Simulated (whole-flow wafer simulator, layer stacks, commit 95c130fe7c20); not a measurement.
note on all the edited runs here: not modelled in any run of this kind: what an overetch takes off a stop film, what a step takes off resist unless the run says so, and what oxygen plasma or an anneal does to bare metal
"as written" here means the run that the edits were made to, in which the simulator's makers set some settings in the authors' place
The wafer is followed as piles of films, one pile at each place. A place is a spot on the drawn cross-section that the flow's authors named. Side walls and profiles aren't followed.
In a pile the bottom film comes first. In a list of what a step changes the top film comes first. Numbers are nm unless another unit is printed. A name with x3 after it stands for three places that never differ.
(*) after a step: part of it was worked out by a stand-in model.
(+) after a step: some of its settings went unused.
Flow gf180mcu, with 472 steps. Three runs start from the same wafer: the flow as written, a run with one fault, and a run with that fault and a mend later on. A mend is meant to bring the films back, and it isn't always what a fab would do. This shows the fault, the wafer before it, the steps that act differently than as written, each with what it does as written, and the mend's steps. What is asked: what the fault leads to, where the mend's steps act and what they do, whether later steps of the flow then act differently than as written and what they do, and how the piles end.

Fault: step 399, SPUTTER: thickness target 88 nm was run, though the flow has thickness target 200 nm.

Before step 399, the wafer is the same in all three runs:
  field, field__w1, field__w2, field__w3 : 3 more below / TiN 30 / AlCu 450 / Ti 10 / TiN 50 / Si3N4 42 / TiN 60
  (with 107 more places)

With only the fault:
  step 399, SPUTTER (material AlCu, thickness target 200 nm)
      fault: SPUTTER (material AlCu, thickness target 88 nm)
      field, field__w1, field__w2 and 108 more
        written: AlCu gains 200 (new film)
        fault: AlCu gains 88 (new film)
  Steps later in the flow that act otherwise than as written (1 more step, not shown, differs only slightly: by at most 2% or 0.5 nm, whichever is larger):
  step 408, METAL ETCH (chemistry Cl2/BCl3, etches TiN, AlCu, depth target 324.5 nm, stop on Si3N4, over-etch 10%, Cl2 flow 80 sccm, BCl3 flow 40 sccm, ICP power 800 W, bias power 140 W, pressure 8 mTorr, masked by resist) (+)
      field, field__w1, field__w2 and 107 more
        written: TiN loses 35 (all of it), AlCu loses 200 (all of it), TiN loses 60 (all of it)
        fault: TiN loses 35 (all of it), AlCu loses 88 (all of it), TiN loses 60 (all of it)
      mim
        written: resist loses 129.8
        fault: resist loses 80.5
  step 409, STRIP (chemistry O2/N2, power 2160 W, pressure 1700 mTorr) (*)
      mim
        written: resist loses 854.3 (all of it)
        fault: resist loses 903.6 (all of it)
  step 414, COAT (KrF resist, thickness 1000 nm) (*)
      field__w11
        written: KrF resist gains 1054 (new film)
        fault: KrF resist gains 1031.1 (new film)
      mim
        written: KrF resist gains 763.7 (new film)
        fault: KrF resist gains 850.8 (new film)
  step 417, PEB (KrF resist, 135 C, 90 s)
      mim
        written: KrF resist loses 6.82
        fault: KrF resist loses 8.2
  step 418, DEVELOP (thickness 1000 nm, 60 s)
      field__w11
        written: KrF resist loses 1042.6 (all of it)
        fault: KrF resist loses 1020.2 (all of it)
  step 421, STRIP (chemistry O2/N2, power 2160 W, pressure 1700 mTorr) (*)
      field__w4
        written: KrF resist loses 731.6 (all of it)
        fault: KrF resist loses 713.7 (all of it)
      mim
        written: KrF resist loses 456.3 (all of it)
        fault: KrF resist loses 542 (all of it)
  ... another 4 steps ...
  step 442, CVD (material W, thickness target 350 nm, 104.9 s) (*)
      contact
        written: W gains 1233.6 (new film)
        fault: W gains 1120.7 (new film)
  By the end, the piles at field__w4, field__w8, contact, m1, m1__w1, mim, mim_1p0, m1_nw depart from the flow's by more than 2% or 0.5 nm, whichever is larger.
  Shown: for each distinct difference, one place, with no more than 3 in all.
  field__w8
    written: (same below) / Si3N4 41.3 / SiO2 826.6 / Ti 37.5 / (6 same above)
    fault: (same below) / Si3N4 41.3 / SiO2 714.6 / Ti 37.5 / (6 same above)
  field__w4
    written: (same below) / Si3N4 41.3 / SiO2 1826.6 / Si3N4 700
    fault: (same below) / Si3N4 41.3 / SiO2 1714.6 / Si3N4 700
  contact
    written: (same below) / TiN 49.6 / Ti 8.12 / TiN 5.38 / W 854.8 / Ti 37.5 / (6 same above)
    fault: (same below) / TiN 49.6 / Ti 8.66 / TiN 5.74 / W 741.9 / Ti 37.5 / (6 same above)

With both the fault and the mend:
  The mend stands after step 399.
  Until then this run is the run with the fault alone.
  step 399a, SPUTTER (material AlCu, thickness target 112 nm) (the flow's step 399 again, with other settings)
      field, field__w1, field__w2 and 108 more
        AlCu gains 112
  Every later step of the flow that is run acts as written at every place that is followed.
  At every place that both follow, the piles at the end match the flow's.
